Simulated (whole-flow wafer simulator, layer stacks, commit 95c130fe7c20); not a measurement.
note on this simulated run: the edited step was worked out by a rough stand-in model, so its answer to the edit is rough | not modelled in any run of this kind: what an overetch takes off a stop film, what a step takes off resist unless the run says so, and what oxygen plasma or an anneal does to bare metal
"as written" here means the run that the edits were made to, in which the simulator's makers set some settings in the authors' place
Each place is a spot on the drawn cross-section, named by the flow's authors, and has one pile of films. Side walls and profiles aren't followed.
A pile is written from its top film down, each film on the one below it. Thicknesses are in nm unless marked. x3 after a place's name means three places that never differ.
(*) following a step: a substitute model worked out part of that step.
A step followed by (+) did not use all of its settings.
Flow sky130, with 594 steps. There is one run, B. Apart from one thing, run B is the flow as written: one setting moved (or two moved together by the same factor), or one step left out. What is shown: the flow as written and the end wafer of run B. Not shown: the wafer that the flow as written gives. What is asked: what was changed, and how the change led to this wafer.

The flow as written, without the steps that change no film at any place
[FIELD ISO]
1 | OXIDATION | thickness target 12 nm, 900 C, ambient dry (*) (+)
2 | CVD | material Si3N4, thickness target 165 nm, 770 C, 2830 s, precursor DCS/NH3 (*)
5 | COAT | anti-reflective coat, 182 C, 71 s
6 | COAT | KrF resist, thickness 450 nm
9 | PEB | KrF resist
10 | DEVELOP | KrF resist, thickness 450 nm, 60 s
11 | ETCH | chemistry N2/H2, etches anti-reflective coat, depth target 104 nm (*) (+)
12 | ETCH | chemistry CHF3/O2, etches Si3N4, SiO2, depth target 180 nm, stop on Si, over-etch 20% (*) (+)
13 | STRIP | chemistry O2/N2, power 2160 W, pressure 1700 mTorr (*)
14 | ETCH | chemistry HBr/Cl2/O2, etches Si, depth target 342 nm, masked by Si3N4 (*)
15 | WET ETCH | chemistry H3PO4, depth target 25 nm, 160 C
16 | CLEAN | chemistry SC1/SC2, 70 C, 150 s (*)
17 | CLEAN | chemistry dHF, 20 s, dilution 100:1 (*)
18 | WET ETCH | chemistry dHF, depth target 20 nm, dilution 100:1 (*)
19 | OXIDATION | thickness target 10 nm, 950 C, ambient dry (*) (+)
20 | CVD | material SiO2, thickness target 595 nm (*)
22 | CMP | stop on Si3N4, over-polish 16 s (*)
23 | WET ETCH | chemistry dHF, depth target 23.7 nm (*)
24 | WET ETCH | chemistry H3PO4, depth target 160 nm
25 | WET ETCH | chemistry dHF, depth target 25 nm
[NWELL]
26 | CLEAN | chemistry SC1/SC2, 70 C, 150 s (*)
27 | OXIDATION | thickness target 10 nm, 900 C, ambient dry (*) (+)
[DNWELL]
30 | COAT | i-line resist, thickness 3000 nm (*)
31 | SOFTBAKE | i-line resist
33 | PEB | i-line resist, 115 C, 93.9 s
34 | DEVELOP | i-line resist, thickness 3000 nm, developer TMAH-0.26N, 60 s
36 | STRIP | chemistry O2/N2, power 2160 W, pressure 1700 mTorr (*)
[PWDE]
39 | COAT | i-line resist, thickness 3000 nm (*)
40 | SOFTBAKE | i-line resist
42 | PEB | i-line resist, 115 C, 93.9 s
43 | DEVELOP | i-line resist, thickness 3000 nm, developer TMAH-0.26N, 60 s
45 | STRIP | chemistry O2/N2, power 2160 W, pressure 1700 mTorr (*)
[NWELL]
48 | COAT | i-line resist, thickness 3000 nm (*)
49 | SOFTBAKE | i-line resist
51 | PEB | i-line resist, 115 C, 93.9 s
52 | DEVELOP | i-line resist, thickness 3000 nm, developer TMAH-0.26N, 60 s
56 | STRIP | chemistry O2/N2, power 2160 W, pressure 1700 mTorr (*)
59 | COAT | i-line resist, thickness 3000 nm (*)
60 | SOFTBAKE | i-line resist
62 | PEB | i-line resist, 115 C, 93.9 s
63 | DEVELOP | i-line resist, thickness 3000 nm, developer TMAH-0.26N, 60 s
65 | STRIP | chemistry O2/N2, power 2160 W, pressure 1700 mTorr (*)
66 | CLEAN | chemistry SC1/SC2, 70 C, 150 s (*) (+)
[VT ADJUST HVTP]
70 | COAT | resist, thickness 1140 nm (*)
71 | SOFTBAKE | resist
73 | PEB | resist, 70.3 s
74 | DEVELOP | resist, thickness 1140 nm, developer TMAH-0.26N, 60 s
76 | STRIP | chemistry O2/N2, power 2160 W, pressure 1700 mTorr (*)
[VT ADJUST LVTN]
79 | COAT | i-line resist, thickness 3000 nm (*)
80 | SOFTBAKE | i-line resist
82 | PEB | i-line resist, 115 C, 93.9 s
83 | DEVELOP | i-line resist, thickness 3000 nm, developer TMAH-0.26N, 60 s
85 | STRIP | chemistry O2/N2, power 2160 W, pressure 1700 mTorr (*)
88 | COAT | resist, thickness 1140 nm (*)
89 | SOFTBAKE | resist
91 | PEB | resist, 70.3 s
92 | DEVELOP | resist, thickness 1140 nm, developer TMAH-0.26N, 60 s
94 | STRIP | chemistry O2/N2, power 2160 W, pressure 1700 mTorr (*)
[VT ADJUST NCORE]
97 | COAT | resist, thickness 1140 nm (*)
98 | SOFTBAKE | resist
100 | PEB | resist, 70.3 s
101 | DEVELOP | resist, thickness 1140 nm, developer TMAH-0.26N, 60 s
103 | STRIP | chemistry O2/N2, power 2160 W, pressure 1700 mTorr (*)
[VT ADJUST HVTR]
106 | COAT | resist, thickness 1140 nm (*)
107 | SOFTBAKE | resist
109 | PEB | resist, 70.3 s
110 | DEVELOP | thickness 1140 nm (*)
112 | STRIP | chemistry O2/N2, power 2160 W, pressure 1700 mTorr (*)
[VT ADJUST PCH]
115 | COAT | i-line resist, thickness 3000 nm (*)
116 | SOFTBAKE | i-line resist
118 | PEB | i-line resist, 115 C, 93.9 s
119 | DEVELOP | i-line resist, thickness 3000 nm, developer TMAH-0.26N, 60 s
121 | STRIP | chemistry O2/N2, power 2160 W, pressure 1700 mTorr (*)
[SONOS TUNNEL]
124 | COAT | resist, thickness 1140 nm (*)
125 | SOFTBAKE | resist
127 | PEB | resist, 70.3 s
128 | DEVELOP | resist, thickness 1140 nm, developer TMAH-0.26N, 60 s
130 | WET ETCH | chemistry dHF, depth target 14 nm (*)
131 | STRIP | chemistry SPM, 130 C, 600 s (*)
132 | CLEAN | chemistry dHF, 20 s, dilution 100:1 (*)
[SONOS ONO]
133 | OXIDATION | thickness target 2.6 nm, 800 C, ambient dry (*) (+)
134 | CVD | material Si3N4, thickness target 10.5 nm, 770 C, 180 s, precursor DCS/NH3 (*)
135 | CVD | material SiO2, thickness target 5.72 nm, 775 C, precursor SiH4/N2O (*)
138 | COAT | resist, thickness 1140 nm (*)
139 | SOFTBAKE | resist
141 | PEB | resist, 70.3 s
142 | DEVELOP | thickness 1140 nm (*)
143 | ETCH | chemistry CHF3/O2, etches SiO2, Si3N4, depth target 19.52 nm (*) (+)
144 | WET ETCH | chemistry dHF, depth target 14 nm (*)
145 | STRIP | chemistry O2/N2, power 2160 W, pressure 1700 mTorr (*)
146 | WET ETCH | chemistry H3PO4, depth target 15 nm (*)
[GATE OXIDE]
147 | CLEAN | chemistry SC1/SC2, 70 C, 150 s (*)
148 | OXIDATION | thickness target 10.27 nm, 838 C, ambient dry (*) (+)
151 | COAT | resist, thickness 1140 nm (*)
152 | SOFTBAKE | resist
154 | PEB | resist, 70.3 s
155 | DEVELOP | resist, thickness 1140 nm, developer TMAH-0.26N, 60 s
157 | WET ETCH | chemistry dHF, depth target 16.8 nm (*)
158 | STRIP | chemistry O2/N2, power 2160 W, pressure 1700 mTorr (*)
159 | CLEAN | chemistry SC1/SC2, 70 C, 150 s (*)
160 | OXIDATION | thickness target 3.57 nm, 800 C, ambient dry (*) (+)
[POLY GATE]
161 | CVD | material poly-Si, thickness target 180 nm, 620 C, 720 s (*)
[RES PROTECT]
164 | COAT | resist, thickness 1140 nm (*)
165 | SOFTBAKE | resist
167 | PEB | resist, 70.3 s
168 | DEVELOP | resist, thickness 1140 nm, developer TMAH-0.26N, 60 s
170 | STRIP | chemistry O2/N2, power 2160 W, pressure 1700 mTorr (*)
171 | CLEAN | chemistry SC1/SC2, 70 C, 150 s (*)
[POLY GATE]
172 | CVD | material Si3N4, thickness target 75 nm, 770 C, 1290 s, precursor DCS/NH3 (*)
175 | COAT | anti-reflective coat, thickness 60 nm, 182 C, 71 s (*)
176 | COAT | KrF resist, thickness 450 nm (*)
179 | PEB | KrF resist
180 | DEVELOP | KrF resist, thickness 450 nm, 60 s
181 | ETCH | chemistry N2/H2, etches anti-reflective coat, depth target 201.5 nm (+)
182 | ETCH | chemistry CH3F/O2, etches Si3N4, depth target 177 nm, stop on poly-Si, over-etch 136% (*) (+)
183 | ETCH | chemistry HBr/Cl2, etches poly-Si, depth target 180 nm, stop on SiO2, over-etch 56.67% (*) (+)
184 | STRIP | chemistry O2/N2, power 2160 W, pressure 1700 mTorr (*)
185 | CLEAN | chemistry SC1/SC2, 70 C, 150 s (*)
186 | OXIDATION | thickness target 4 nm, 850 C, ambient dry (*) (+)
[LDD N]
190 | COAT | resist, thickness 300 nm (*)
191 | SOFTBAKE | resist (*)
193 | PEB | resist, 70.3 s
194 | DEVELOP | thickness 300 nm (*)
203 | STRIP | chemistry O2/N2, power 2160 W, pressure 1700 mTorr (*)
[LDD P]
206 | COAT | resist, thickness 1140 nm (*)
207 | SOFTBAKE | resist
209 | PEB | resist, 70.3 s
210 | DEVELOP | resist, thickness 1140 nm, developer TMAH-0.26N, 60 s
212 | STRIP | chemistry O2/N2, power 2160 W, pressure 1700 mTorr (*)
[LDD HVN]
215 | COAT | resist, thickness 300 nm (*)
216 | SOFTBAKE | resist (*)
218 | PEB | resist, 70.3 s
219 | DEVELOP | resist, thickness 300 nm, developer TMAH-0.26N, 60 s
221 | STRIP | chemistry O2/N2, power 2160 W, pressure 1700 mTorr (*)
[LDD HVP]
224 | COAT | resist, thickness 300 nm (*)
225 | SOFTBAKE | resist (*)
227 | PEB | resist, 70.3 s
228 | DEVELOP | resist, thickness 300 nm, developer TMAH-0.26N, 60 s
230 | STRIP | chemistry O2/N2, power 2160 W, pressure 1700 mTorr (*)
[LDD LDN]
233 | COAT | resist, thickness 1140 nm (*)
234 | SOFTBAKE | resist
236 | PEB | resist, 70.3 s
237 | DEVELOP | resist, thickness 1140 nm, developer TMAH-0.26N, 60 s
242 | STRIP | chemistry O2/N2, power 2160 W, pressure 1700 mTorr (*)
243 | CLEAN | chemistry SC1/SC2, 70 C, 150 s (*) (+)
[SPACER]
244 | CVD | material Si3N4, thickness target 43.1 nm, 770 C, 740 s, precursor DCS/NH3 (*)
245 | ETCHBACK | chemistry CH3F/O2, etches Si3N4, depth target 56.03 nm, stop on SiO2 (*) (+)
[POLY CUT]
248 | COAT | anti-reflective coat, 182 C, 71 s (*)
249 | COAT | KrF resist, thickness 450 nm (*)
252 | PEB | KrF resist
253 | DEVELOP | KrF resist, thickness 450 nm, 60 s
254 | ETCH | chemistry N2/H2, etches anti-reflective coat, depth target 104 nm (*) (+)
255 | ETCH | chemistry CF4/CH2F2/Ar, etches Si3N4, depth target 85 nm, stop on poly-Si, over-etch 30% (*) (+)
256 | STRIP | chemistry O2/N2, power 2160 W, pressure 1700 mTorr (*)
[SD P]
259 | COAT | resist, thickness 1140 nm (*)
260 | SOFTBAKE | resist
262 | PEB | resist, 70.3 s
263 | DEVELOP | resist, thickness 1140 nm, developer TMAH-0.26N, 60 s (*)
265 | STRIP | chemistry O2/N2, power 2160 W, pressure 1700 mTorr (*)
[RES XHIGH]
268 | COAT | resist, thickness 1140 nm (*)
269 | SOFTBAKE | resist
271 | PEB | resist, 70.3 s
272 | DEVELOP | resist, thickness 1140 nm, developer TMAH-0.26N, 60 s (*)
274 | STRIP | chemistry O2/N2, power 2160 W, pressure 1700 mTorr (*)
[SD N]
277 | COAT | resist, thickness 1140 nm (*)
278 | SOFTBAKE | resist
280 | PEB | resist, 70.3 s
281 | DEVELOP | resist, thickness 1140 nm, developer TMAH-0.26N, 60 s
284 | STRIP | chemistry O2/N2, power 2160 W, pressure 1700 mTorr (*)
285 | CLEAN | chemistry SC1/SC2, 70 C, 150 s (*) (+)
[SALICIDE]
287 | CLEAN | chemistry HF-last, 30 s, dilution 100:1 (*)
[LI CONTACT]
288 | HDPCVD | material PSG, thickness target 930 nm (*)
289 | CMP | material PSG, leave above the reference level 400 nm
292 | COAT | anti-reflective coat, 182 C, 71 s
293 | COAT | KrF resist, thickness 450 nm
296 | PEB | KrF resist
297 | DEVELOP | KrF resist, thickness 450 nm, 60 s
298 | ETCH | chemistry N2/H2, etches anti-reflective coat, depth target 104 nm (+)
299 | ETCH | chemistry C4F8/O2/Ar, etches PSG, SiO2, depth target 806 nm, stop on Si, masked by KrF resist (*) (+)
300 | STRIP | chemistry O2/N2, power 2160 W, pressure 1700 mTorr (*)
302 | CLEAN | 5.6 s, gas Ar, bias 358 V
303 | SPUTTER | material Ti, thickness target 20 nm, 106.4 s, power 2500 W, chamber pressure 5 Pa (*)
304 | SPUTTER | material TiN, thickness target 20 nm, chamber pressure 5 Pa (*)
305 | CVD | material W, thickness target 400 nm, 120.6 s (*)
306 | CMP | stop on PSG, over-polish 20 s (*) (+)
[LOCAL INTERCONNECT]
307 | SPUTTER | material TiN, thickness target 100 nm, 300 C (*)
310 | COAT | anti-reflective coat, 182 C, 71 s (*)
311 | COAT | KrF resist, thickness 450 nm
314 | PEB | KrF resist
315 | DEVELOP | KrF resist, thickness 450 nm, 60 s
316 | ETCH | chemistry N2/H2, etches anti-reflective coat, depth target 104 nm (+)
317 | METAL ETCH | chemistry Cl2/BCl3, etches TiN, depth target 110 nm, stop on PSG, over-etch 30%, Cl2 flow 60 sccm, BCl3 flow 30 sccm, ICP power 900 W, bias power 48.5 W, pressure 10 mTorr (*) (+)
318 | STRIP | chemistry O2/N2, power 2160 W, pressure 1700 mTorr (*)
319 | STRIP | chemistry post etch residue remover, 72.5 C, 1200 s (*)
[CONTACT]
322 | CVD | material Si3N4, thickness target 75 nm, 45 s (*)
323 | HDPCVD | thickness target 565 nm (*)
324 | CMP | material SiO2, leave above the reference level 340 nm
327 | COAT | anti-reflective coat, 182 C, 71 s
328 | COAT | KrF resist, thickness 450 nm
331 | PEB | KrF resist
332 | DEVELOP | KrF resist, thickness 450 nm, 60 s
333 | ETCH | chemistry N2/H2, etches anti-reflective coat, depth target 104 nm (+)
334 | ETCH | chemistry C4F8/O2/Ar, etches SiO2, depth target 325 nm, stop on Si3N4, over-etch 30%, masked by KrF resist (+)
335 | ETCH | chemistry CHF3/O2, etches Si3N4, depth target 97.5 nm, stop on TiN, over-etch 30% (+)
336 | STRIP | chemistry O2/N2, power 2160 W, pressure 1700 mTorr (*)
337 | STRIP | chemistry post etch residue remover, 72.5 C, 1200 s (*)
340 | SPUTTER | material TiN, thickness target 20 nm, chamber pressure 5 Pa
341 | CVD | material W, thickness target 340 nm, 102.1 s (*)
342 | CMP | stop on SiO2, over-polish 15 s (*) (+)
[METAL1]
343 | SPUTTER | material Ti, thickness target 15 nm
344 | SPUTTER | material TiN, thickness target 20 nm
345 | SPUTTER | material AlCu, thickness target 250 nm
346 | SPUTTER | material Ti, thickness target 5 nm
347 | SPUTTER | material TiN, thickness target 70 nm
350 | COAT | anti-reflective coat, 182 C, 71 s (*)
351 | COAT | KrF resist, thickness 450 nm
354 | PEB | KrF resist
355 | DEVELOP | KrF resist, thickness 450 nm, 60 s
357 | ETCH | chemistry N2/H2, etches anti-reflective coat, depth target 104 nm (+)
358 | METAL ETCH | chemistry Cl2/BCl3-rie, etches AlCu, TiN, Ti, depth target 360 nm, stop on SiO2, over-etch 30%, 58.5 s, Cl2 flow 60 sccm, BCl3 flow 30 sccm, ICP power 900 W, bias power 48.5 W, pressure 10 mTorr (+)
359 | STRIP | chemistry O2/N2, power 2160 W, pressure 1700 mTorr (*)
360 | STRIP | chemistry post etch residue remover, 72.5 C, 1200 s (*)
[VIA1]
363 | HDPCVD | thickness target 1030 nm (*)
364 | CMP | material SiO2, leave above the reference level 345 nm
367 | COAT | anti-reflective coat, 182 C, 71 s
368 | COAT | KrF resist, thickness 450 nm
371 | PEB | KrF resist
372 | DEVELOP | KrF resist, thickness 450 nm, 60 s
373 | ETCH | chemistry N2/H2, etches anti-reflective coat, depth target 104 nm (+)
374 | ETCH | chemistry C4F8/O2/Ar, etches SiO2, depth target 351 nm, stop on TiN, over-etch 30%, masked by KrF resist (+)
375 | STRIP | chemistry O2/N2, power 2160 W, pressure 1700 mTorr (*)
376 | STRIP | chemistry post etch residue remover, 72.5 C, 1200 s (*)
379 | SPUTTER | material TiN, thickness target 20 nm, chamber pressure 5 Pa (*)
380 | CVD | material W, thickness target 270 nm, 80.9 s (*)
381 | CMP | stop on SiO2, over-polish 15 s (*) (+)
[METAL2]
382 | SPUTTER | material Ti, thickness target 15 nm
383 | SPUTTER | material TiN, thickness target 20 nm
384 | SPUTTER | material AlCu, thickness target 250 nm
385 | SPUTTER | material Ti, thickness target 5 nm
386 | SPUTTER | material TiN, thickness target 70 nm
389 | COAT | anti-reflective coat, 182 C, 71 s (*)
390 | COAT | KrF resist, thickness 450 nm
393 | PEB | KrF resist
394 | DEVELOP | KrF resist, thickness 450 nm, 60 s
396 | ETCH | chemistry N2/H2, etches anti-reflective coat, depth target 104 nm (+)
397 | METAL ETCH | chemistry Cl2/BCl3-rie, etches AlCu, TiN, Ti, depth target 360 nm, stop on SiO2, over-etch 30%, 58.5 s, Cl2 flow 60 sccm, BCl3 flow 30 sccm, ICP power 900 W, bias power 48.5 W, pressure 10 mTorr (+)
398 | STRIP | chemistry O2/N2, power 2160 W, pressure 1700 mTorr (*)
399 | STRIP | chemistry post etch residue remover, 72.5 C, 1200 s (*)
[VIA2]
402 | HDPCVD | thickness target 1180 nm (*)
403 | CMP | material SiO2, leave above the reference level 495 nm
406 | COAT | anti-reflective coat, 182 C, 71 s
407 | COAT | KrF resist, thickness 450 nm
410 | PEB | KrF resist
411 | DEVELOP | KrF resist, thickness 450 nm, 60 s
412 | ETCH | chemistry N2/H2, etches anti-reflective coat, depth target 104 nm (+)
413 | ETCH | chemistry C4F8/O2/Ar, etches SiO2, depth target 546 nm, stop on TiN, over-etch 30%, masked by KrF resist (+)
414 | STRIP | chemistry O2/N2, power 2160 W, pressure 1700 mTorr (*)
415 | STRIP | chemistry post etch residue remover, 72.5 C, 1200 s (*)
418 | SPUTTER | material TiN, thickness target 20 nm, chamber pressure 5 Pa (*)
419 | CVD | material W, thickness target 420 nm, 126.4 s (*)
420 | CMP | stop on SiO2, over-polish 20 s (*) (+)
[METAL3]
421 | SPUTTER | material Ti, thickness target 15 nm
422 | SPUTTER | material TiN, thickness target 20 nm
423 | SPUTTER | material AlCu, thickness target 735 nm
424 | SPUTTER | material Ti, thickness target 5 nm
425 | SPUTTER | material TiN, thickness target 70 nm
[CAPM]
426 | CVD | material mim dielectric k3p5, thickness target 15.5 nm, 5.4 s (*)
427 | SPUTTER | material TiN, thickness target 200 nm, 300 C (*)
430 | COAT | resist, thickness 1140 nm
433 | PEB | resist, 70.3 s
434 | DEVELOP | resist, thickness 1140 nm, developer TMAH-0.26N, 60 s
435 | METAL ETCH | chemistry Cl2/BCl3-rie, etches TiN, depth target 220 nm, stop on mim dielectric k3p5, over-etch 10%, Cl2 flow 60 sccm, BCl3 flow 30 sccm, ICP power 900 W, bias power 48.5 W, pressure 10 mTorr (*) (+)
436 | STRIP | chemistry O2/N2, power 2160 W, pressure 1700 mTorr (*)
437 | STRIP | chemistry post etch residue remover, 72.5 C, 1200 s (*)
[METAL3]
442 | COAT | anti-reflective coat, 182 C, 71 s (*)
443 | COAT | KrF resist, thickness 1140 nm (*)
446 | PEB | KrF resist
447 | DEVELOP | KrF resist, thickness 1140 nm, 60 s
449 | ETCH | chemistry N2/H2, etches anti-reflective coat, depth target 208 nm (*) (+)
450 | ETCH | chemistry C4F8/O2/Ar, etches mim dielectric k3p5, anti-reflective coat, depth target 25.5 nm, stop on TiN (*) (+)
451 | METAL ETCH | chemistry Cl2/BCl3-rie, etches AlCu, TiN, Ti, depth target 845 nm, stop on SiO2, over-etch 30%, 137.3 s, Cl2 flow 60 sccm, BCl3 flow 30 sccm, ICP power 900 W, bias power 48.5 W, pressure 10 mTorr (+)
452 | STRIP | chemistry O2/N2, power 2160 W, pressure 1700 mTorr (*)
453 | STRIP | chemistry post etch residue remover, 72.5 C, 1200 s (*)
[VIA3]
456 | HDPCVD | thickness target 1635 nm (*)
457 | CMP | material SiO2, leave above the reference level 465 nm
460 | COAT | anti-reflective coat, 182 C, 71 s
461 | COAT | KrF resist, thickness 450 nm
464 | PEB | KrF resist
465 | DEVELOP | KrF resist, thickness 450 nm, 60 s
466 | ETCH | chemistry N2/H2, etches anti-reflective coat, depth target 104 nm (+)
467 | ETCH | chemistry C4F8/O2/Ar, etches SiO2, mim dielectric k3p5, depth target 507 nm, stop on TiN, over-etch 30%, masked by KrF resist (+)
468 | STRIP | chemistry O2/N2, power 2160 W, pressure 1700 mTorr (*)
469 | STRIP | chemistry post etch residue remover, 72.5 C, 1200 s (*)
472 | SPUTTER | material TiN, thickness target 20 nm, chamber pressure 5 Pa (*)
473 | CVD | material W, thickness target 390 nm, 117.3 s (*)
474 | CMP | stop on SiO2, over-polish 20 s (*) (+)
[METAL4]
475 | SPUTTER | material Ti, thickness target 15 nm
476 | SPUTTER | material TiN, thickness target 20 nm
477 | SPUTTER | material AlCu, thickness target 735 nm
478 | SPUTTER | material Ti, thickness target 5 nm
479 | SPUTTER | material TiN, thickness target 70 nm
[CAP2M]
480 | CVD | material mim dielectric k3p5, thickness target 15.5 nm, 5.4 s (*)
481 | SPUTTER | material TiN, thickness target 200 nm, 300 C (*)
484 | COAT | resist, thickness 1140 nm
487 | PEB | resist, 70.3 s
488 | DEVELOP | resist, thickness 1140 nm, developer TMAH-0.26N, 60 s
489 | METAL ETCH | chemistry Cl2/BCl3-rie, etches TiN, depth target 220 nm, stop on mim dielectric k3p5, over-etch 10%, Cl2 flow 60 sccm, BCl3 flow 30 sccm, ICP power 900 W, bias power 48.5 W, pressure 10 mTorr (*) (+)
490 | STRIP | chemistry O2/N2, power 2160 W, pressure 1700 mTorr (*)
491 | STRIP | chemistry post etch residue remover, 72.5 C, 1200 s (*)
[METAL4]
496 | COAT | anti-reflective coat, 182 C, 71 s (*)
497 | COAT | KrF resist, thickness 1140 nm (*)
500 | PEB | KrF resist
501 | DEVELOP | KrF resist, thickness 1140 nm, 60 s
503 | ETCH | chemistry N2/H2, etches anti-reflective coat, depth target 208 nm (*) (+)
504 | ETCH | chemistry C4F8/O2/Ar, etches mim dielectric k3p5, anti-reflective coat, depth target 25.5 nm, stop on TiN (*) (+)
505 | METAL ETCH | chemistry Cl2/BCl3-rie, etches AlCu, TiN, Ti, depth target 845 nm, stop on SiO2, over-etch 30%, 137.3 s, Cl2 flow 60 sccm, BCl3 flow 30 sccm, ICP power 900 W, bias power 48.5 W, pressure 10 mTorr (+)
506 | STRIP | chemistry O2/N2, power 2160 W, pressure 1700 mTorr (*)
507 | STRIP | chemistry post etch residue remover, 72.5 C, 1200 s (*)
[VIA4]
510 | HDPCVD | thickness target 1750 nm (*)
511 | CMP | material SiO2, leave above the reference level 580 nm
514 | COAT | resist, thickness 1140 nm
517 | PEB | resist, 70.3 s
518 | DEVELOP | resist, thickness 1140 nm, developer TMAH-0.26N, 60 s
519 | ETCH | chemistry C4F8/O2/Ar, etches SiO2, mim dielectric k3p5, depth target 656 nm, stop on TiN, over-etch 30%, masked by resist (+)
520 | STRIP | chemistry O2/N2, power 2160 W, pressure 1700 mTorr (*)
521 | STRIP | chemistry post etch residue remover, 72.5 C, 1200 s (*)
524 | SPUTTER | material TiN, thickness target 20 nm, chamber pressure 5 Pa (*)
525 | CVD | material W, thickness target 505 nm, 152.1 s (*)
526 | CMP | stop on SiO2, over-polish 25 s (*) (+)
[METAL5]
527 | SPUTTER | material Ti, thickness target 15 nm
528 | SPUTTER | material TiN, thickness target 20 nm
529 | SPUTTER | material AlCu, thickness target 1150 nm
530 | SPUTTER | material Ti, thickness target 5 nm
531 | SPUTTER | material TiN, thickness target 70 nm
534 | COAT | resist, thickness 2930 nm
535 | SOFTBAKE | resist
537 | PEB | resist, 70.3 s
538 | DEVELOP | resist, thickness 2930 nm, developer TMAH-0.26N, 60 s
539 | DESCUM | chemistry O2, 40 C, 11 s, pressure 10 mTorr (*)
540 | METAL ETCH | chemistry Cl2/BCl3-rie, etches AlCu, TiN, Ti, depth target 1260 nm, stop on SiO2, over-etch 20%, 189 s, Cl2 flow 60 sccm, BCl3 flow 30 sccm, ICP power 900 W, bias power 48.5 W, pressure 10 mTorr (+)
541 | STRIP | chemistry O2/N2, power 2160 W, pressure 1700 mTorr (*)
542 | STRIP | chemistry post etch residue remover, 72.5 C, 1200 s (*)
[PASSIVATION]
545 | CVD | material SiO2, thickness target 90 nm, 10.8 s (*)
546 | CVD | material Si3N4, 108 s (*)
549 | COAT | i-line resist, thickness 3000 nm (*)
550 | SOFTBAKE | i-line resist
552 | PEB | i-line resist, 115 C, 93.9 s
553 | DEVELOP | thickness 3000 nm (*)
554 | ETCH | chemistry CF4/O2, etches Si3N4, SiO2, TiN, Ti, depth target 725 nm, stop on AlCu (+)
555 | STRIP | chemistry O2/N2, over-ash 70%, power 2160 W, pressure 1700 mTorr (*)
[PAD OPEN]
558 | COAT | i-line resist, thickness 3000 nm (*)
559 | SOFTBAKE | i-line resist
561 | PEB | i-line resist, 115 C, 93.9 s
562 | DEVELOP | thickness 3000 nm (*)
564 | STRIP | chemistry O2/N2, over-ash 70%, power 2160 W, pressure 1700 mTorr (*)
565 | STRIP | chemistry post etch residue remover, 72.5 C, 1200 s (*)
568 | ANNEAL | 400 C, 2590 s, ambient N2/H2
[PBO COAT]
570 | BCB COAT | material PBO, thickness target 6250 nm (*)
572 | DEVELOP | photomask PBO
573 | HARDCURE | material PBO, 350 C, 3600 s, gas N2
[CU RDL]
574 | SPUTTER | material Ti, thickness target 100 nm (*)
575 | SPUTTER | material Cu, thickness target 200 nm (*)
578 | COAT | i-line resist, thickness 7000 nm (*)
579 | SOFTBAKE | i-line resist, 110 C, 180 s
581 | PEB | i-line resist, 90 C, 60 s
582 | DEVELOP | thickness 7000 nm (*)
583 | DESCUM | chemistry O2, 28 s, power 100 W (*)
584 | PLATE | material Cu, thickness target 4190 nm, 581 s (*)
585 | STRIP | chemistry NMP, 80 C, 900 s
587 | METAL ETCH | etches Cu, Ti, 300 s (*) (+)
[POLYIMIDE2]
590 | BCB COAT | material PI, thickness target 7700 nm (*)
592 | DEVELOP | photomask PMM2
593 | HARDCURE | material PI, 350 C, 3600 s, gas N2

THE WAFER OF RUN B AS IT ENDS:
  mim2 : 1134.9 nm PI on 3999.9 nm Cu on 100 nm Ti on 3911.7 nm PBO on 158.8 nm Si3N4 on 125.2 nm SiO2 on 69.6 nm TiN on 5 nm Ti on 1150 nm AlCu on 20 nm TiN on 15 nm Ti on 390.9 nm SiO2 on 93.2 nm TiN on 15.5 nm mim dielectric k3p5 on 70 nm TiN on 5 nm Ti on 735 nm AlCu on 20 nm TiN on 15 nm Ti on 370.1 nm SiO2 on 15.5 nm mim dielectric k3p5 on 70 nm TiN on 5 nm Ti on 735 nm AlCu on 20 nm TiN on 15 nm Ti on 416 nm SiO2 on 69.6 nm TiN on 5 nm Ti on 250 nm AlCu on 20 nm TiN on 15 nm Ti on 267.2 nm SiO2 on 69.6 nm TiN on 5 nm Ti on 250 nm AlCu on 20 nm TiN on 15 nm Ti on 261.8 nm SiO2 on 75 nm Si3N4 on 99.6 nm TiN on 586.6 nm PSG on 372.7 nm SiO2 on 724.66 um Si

What caused this: step 481, SPUTTER: thickness target 94 nm was run, while the flow as written has thickness target 200 nm.

The path from the change to this, step by step:
  481 | SPUTTER | material TiN, thickness target 200 nm, 300 C (*)
      field, active, n_well and 189 more: TiN gains 94 (new film) (as written it would have been: TiN gains 200 (new film))
  489 | METAL ETCH | chemistry Cl2/BCl3-rie, etches TiN, depth target 220 nm, stop on mim dielectric k3p5, over-etch 10%, Cl2 flow 60 sccm, BCl3 flow 30 sccm, ICP power 900 W, bias power 48.5 W, pressure 10 mTorr (*) (+)
      field, active, n_well and 188 more: TiN loses 94 (all of it) (as written it would have been: TiN loses 200 (all of it))
      mim2: resist loses 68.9 (as written it would have been: resist loses 146.7)
  490 | STRIP | chemistry O2/N2, power 2160 W, pressure 1700 mTorr (*)
      mim2: resist loses 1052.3 (all of it) (as written it would have been: resist loses 974.6 (all of it))
  496 | COAT | anti-reflective coat, 182 C, 71 s (*)
      iso_guard__w2: anti-reflective coat gains 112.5 (new film) (as written it would have been: anti-reflective coat gains 177.8 (new film))
      mim2: anti-reflective coat gains 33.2 (new film) (as written it would have been: anti-reflective coat gains 40.3 (new film))
  497 | COAT | KrF resist, thickness 1140 nm (*)
      iso_guard__w2: KrF resist gains 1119 (new film) (as written it would have been: KrF resist gains 1074.8 (new film))
      mim2: KrF resist gains 1106.2 (new film) (as written it would have been: KrF resist gains 1018.9 (new film))
  506 | STRIP | chemistry O2/N2, power 2160 W, pressure 1700 mTorr (*)
      iso_guard__w2: KrF resist loses 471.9 (all of it), anti-reflective coat loses 112.5 (all of it) (as written it would have been: KrF resist loses 427.9 (all of it), anti-reflective coat loses 177.8 (all of it))
      mim2: KrF resist loses 459.2 (all of it), anti-reflective coat loses 33.2 (all of it) (as written it would have been: KrF resist loses 372.1 (all of it), anti-reflective coat loses 40.3 (all of it))
  511 | CMP | material SiO2, leave above the reference level 580 nm
      mim2: SiO2 loses 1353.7 (as written it would have been: SiO2 loses 1459.7)
